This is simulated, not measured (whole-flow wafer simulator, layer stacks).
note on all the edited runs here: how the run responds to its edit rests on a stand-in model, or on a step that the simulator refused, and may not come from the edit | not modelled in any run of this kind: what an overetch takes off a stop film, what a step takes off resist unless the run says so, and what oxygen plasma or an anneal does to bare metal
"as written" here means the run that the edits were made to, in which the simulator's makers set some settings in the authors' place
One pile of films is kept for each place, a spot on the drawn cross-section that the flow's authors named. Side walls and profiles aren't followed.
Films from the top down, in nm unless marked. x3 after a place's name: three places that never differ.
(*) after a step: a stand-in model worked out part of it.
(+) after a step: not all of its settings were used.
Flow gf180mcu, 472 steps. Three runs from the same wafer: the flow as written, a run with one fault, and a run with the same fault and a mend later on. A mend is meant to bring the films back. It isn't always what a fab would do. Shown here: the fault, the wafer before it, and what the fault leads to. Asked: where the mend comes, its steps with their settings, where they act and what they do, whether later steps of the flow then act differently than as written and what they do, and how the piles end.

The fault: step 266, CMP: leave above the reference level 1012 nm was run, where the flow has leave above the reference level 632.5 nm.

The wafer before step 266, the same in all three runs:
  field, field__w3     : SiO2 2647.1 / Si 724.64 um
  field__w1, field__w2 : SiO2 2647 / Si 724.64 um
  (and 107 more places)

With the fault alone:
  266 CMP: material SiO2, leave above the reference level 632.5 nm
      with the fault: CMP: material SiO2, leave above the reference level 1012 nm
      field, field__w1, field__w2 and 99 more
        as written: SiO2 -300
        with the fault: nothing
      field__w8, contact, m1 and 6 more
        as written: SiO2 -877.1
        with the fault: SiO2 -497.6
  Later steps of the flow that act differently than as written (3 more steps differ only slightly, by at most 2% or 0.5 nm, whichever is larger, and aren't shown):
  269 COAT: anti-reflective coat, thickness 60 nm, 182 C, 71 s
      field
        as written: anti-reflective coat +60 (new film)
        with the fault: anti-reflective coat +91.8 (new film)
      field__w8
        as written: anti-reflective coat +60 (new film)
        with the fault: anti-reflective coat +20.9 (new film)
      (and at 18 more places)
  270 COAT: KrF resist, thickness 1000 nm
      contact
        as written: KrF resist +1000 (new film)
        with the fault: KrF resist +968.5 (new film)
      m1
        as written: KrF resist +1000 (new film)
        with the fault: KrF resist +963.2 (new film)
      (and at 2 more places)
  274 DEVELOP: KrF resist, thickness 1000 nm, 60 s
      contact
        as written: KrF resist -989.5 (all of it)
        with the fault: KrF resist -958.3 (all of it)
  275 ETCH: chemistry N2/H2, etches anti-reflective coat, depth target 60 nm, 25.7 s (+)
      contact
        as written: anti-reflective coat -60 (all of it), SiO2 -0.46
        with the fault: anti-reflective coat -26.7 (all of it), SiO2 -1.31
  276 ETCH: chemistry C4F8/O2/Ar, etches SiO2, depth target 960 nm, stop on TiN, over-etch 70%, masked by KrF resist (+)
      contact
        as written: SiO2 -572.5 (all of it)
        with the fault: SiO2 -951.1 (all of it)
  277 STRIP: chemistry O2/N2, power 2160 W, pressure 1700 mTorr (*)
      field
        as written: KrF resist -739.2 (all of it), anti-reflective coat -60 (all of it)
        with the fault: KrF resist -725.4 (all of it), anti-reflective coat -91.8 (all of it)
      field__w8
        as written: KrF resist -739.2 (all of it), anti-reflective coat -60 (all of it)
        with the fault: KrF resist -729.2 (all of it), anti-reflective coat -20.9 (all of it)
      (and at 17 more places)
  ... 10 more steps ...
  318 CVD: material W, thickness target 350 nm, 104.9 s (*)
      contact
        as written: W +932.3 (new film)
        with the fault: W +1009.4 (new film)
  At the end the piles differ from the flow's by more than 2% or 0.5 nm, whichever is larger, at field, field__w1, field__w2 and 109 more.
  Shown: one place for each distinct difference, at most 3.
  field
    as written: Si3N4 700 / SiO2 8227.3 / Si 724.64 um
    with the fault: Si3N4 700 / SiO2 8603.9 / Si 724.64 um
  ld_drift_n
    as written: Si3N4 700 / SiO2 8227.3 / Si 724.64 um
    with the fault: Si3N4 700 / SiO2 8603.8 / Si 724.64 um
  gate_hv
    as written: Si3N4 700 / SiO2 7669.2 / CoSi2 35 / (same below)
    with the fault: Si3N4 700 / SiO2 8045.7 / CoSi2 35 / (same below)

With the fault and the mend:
  The mend comes after step 274.
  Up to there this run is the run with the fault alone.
  274a STRIP: chemistry O2/N2, power 2160 W, pressure 1700 mTorr (*)
      iso_ptap_pw, iso_ntap_nw, iso_nw_fld and 33 more
        KrF resist -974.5 (all of it), anti-reflective coat -60 (all of it)
      field_sub, field_sub__w1, field_sub__w2 and 10 more
        KrF resist -975.3 (all of it), anti-reflective coat -60.2 (all of it)
      p_well, sti, spacer, sd_n, mim_1p0, pad, dice_street
        KrF resist -974.6 (all of it), anti-reflective coat -60.7 (all of it)
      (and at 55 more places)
  274b CMP: material SiO2, leave above the reference level 632.5 nm (the flow's step 266 once more)
      field, field__w1, field__w2 and 99 more
        SiO2 -300
      field__w8, contact, m1 and 6 more
        SiO2 -379.5
  274c HMDS: 120 C, 60 s (the flow's step 268 once more)
      changes no film at any place that is followed
  274d COAT: anti-reflective coat, thickness 60 nm, 182 C, 71 s (the flow's step 269 once more)
      field, field__w1, field__w2 and 108 more
        anti-reflective coat +60 (new film)
  274e COAT: KrF resist, thickness 1000 nm (the flow's step 270 once more)
      field, field__w1, field__w2 and 108 more
        KrF resist +1000 (new film)
  274f SOFTBAKE: KrF resist (the flow's step 271 once more)
      changes no film at any place that is followed
  274g EXPOSE: photomask Via1 (the flow's step 272 once more)
      changes no film at any place that is followed
  274h PEB: KrF resist, 135 C, 90 s (the flow's step 273 once more)
      field, field__w1, field__w2 and 108 more
        KrF resist -10.5
  274i DEVELOP: KrF resist, thickness 1000 nm, 60 s (the flow's step 274 once more)
      field, field__w1, field__w2 and 107 more
        KrF resist -14.9
      contact
        KrF resist -989.5 (all of it)
  No later step of the flow acts differently than as written at any place that is followed.
  At the end the piles are the same as the flow's at every place that both follow.
